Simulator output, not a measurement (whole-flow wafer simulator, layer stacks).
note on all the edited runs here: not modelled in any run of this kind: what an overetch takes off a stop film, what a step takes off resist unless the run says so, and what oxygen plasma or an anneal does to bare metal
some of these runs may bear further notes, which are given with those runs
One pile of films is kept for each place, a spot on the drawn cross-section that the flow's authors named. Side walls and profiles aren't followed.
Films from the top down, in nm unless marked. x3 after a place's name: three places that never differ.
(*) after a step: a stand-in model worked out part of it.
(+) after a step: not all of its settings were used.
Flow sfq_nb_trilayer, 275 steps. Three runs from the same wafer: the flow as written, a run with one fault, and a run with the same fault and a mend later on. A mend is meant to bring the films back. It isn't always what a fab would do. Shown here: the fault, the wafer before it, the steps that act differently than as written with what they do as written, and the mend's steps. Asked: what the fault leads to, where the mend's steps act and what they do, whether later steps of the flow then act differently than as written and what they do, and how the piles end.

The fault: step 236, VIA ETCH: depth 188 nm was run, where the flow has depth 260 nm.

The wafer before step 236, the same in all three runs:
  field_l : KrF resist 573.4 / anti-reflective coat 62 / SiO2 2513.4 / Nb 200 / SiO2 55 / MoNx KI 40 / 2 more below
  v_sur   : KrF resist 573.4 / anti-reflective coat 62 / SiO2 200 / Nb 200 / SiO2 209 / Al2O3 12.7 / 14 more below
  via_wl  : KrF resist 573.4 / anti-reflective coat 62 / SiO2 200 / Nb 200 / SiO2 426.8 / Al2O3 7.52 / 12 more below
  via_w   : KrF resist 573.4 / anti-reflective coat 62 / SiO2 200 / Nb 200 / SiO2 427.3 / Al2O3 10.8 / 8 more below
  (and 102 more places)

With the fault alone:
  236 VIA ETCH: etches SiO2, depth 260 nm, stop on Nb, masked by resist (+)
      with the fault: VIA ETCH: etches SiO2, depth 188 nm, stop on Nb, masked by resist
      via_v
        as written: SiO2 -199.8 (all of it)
        with the fault: SiO2 -188
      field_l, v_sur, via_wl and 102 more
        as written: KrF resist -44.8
        with the fault: KrF resist -32.4
  Later steps of the flow that act differently than as written (4 more steps differ only slightly, by at most 2% or 0.5 nm, whichever is larger, and aren't shown):
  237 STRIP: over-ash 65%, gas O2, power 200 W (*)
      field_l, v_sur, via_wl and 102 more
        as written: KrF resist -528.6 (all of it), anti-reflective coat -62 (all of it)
        with the fault: KrF resist -541 (all of it), anti-reflective coat -62 (all of it)
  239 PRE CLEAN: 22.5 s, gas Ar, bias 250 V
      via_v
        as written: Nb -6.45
        with the fault: SiO2 -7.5
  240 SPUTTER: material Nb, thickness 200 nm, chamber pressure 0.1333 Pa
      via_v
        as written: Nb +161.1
        with the fault: Nb +163.7 (new film)
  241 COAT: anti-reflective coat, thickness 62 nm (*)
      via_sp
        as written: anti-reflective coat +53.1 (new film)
        with the fault: anti-reflective coat +52 (new film)
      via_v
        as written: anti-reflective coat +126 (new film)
        with the fault: anti-reflective coat +116.4 (new film)
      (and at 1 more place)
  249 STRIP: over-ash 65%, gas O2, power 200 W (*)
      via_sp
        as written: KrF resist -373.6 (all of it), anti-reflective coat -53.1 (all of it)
        with the fault: KrF resist -374.4 (all of it), anti-reflective coat -52 (all of it)
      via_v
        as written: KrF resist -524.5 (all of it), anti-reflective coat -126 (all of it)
        with the fault: KrF resist -520.7 (all of it), anti-reflective coat -116.4 (all of it)
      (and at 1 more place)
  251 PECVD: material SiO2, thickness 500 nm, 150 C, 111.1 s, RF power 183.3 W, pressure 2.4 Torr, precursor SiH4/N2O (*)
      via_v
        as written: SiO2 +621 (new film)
        with the fault: SiO2 +581.5 (new film)
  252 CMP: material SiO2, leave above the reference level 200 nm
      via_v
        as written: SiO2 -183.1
        with the fault: SiO2 -157.1
  At the end the piles differ from the flow's by more than 2% or 0.5 nm, whichever is larger, at via_v.
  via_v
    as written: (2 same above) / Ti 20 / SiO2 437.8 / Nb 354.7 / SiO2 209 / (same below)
    with the fault: (2 same above) / Ti 20 / SiO2 424.5 / Nb 163.7 / SiO2 4.34 / Nb 200 / SiO2 209 / (same below)

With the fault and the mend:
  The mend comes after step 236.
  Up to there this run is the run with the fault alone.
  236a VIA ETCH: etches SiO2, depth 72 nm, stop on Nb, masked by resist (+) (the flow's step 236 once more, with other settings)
      field_l, v_sur, via_wl and 102 more
        KrF resist -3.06
      via_v
        SiO2 -11.8 (all of it)
  No later step of the flow acts differently than as written, at any place that is followed, by more than 2% or 0.5 nm, whichever is larger.
  At the end the piles are the same as the flow's at every place that both follow.
